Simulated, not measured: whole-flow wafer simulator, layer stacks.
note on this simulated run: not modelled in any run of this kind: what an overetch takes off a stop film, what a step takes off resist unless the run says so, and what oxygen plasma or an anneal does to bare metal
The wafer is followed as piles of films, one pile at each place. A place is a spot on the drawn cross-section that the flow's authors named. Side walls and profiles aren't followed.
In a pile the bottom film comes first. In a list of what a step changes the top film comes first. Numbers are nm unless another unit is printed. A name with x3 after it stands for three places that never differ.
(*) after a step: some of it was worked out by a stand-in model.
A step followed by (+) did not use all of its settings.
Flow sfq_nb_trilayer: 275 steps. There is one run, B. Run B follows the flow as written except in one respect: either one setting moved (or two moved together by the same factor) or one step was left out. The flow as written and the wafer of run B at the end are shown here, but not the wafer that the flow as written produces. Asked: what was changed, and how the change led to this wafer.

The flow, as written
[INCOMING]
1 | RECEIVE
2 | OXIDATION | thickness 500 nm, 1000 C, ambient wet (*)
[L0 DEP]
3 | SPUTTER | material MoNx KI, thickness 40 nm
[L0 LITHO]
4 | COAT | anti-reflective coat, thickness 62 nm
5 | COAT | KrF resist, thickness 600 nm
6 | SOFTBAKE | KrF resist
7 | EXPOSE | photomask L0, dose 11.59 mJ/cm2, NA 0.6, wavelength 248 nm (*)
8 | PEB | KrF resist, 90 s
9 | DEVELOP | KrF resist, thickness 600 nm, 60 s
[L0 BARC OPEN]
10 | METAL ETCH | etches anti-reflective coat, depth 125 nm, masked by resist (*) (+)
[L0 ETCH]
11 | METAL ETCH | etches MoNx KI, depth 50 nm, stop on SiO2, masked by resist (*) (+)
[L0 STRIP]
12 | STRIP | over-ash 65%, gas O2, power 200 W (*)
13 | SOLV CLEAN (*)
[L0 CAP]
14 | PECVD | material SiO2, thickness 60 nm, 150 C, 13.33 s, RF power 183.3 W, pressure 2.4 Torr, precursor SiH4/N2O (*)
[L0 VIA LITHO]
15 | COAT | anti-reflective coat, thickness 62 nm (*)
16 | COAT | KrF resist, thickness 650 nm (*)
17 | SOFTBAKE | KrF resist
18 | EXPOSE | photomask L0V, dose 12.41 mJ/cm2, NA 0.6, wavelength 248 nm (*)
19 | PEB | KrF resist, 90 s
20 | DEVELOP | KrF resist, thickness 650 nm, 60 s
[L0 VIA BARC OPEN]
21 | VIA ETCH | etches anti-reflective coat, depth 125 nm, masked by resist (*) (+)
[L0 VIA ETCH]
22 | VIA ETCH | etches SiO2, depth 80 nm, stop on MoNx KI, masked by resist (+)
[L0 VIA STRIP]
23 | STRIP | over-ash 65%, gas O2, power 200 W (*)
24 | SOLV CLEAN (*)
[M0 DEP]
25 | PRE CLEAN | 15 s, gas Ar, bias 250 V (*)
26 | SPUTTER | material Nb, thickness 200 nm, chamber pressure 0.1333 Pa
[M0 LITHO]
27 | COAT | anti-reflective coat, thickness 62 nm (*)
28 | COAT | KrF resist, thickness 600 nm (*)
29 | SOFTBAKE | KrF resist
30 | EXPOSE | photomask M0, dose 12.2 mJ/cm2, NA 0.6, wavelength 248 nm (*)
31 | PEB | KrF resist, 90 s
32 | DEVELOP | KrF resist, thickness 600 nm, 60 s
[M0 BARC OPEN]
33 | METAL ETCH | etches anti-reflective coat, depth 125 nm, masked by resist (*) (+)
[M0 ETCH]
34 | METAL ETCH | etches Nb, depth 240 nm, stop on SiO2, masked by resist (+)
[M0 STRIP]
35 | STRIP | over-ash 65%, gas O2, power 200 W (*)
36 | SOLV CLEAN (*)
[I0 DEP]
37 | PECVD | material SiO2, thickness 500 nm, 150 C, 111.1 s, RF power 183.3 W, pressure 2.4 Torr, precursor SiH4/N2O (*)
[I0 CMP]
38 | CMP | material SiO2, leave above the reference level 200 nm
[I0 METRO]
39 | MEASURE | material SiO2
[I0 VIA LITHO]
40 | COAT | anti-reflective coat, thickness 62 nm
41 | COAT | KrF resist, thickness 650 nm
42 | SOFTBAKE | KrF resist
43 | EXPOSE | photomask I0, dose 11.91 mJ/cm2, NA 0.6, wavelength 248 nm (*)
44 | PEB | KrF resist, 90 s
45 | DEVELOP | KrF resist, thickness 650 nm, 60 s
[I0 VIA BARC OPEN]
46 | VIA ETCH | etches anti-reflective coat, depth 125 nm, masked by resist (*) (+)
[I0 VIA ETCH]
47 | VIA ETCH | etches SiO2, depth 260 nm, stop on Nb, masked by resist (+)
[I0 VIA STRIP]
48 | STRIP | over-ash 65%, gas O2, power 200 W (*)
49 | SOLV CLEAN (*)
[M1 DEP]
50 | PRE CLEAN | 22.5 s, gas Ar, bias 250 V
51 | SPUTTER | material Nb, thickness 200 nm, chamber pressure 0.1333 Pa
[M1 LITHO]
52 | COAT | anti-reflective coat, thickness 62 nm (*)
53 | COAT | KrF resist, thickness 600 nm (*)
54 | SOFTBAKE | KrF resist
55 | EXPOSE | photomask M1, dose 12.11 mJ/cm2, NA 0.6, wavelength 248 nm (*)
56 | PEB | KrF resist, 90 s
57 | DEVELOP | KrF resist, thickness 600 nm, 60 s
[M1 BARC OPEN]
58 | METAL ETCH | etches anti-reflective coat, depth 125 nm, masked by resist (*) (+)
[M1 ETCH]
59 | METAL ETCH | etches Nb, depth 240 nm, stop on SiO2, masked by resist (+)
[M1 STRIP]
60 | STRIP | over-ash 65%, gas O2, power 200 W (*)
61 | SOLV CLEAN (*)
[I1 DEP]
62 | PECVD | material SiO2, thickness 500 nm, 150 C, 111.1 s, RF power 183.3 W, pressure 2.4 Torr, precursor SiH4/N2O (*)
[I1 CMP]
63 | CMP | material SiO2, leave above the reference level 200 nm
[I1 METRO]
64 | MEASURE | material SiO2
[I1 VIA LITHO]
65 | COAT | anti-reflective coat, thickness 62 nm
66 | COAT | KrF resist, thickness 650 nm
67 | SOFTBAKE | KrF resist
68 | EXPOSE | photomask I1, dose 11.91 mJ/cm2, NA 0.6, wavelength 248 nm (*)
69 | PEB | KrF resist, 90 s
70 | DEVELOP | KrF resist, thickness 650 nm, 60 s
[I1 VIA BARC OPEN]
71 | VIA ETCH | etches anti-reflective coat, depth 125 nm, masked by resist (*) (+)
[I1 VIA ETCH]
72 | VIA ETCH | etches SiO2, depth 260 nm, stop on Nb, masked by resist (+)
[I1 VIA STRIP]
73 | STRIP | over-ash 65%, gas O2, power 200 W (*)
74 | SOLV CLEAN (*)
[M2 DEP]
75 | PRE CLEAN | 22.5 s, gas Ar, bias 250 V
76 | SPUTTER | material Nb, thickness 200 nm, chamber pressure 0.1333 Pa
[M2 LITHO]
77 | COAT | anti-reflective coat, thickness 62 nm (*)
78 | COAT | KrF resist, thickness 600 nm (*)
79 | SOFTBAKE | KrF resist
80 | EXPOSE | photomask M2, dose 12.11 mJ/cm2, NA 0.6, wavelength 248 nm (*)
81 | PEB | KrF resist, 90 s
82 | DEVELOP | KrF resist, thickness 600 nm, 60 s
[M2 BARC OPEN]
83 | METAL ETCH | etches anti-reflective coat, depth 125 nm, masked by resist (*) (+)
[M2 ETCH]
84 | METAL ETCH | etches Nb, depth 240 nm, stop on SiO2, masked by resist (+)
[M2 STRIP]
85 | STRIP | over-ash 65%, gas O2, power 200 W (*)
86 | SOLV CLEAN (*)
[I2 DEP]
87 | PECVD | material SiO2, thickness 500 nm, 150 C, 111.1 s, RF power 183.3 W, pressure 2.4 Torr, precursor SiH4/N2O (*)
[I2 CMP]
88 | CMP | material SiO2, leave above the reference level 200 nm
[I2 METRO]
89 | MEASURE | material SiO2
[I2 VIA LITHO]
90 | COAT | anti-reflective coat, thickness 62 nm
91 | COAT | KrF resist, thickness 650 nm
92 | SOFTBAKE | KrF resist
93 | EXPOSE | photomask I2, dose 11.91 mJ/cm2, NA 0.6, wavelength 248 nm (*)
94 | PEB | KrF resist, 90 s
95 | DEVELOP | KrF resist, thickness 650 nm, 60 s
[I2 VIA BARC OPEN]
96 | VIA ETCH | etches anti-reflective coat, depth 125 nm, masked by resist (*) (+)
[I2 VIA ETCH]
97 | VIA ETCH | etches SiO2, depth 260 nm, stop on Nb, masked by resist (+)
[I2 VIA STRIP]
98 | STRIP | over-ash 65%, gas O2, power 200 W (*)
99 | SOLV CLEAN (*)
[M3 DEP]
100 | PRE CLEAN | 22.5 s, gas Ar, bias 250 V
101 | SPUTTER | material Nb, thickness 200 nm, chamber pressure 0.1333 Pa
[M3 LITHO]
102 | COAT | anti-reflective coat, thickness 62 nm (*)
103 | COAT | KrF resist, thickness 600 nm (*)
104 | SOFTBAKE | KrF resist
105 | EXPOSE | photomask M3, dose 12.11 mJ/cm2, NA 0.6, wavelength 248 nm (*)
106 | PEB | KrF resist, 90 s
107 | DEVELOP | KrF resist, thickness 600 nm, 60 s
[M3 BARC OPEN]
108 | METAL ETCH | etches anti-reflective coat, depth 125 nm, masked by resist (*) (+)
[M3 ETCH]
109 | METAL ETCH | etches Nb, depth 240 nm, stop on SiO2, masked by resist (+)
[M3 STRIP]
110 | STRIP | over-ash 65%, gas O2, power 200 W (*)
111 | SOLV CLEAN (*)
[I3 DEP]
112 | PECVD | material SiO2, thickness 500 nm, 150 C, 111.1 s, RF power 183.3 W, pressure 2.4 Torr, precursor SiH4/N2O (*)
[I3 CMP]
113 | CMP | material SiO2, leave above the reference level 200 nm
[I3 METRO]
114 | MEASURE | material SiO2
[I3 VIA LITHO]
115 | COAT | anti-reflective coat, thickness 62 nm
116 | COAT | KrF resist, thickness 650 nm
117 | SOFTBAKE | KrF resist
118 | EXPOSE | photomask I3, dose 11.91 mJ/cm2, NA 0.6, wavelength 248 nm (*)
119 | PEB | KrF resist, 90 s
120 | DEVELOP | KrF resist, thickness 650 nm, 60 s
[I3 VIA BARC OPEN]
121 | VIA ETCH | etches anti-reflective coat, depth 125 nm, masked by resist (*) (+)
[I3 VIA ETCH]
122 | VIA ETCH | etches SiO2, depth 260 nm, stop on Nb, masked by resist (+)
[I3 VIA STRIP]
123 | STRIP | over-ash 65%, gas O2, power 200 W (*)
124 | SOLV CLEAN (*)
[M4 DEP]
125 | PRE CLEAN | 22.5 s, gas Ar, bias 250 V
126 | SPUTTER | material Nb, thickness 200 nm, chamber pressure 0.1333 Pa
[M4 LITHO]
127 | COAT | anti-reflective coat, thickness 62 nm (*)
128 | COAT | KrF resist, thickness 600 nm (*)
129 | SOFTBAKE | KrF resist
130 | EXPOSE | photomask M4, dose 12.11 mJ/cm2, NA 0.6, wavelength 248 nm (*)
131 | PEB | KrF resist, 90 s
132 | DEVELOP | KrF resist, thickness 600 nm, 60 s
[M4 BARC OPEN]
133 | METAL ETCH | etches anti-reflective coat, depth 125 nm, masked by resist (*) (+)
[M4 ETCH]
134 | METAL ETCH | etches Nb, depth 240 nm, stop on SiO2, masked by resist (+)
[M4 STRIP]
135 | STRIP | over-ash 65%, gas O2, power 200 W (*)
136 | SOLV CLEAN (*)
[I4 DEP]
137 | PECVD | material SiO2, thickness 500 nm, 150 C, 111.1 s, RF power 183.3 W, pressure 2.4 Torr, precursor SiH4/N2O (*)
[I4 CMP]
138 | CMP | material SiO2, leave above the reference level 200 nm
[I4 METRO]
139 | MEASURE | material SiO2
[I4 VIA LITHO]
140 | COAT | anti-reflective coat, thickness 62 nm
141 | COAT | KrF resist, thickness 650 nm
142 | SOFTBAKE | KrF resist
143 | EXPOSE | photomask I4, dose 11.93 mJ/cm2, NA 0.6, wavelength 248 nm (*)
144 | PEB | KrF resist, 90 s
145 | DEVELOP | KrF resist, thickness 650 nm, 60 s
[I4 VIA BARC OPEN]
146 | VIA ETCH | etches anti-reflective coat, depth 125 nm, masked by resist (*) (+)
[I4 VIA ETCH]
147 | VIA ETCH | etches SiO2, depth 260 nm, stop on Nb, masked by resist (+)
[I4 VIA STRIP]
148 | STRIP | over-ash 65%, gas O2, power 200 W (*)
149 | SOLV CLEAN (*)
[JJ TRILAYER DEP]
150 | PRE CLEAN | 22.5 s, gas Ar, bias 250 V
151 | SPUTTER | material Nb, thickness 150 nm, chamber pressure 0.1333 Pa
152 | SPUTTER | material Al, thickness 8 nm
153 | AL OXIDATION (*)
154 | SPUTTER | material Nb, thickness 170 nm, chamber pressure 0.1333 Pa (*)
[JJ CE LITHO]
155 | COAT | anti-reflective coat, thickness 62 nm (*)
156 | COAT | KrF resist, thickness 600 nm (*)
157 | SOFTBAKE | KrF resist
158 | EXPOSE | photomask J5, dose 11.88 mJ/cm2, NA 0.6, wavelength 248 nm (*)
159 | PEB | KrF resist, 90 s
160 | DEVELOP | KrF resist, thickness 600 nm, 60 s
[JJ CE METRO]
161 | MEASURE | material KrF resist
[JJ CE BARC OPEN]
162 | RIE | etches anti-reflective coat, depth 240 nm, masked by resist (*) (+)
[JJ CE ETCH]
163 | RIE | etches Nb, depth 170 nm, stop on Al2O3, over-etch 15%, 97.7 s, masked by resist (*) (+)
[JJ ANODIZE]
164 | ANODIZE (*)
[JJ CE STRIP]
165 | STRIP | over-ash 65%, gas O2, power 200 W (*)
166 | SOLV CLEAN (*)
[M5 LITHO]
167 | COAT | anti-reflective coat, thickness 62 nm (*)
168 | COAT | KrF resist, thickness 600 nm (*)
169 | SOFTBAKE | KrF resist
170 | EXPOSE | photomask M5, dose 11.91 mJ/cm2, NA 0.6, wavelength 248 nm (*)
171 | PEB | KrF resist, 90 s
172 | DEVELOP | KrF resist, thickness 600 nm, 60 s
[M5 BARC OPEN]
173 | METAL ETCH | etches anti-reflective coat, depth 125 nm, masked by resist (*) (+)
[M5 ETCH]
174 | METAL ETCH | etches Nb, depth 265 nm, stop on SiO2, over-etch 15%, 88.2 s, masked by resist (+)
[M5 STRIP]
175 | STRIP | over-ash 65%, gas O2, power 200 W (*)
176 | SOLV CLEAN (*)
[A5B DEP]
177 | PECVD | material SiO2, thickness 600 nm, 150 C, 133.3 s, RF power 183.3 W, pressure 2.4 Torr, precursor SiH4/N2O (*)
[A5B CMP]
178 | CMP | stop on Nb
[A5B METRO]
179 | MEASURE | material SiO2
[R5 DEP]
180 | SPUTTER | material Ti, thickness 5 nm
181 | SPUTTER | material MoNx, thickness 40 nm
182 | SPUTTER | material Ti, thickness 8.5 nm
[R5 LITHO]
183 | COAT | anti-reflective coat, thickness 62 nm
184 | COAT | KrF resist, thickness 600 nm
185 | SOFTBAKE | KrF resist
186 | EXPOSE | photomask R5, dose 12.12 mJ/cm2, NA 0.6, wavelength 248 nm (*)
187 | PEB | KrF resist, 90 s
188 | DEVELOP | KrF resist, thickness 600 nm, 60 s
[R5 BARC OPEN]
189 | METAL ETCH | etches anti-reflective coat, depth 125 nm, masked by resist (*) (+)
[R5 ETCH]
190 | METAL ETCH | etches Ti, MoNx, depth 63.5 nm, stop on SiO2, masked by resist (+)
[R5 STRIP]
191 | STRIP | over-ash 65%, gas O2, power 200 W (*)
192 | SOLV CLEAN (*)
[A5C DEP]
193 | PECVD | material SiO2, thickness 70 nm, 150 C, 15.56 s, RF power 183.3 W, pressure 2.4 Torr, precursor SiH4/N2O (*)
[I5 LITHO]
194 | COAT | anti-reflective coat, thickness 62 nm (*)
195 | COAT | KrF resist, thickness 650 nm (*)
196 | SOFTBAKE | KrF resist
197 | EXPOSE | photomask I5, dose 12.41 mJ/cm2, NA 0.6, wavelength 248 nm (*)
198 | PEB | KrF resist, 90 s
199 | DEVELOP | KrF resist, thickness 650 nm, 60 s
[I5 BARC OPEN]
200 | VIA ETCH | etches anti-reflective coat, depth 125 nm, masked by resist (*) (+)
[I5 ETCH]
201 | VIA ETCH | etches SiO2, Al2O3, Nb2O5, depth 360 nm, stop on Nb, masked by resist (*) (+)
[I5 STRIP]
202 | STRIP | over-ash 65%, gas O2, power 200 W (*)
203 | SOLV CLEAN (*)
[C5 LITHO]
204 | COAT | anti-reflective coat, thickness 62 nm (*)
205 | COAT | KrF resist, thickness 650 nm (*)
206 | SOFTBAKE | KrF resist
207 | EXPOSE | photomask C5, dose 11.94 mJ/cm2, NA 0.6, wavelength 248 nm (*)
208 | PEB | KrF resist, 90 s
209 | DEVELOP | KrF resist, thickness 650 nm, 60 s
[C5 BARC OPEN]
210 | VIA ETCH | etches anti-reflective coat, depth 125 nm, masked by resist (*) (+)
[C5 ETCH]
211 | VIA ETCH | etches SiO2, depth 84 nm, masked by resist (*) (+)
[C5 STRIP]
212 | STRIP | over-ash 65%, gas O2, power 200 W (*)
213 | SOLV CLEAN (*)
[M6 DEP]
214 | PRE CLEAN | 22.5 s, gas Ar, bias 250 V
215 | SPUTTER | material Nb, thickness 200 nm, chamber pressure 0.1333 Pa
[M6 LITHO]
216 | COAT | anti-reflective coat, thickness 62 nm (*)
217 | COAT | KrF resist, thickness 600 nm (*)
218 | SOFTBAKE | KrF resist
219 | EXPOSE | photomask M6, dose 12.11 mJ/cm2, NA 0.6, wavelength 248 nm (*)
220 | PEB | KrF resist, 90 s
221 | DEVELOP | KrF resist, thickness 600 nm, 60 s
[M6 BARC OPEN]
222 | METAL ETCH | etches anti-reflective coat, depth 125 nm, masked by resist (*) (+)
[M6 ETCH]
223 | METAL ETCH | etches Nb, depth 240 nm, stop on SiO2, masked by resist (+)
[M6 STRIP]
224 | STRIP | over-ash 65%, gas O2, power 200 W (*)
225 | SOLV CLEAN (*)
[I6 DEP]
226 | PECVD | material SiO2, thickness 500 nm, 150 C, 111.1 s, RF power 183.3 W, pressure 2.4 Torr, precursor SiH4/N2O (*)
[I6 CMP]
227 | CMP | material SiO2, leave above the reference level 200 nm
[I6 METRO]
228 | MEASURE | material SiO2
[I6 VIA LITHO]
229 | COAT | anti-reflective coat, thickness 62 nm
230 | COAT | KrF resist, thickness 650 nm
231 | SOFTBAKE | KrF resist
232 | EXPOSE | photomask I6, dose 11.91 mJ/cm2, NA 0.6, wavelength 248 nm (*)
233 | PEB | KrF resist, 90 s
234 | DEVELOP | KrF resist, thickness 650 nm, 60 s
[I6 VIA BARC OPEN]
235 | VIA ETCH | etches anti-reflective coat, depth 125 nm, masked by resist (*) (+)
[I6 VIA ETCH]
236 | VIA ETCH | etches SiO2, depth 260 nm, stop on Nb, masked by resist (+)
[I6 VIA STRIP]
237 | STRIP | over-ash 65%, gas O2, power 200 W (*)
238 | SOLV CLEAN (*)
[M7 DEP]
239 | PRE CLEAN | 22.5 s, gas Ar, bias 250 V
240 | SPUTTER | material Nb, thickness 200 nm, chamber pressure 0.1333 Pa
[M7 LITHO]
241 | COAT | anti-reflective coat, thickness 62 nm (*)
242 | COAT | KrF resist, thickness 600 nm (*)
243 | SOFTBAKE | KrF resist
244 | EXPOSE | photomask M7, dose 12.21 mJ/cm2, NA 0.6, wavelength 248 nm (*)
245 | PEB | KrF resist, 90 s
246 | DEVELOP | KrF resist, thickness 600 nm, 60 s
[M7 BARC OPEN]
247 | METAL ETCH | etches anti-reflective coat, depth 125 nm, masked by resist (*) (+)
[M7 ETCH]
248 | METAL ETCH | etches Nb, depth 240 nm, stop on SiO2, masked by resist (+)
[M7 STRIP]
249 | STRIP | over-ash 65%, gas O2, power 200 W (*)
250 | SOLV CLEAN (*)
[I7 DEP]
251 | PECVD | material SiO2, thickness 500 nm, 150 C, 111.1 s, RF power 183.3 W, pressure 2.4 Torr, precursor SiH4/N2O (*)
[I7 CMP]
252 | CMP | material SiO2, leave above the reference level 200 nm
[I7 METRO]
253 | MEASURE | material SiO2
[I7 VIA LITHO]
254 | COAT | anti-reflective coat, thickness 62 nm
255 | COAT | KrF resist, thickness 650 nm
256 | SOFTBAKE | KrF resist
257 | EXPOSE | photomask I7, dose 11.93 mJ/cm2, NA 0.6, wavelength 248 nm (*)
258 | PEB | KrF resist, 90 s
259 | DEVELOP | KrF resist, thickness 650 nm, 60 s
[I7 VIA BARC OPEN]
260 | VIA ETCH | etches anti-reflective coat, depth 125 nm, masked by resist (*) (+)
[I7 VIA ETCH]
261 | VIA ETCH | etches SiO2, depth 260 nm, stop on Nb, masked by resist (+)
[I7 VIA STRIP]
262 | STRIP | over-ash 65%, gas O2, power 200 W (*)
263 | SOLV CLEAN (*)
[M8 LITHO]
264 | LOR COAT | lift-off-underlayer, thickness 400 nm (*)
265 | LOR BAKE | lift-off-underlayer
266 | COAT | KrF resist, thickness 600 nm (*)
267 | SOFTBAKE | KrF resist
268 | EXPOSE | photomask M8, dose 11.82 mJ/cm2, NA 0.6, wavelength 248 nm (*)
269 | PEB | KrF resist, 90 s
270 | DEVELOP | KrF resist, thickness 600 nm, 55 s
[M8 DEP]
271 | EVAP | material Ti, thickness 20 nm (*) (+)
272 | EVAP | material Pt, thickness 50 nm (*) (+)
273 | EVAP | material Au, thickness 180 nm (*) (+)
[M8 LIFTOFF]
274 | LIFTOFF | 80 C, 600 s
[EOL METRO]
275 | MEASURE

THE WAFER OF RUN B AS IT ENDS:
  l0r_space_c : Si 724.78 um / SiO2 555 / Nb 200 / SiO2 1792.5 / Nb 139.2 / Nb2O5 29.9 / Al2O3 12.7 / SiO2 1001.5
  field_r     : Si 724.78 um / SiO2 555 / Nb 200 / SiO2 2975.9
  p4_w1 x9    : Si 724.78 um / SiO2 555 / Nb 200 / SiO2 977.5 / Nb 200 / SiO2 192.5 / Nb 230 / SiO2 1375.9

The reason: step 126, SPUTTER: thickness 230 nm was run, whereas the flow has thickness 200 nm.
The wafer lets one read it off: p4_w1 x9 has Nb 230, and step 126 as written asks for 200 nm.

Step by step, how the change led to this:
  126 | SPUTTER | material Nb, thickness 200 nm, chamber pressure 0.1333 Pa
      field_l, v_sur, via_wl and 102 more: Nb gains 230 (new film) (it would be, as written: Nb gains 200 (new film))
      via_v: Nb gains 190.7 (it would be, as written: Nb gains 165.5)
  134 | METAL ETCH | etches Nb, depth 240 nm, stop on SiO2, masked by resist (+)
      field_l, be, be_sur and 64 more: Nb loses 230 (all of it) (it would be, as written: Nb loses 200 (all of it))
  137 | PECVD | material SiO2, thickness 500 nm, 150 C, 111.1 s, RF power 183.3 W, pressure 2.4 Torr, precursor SiH4/N2O (*)
      p3_s0 x6: SiO2 gains 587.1 (it would be, as written: SiO2 gains 557.1)
  138 | CMP | material SiO2, leave above the reference level 200 nm
      field_l, be, be_sur and 55 more: SiO2 loses 70 (it would be, as written: SiO2 loses 100)
      lsp_r, l0_sur, l0v: SiO2 loses 60.7 (it would be, as written: SiO2 loses 91.9)
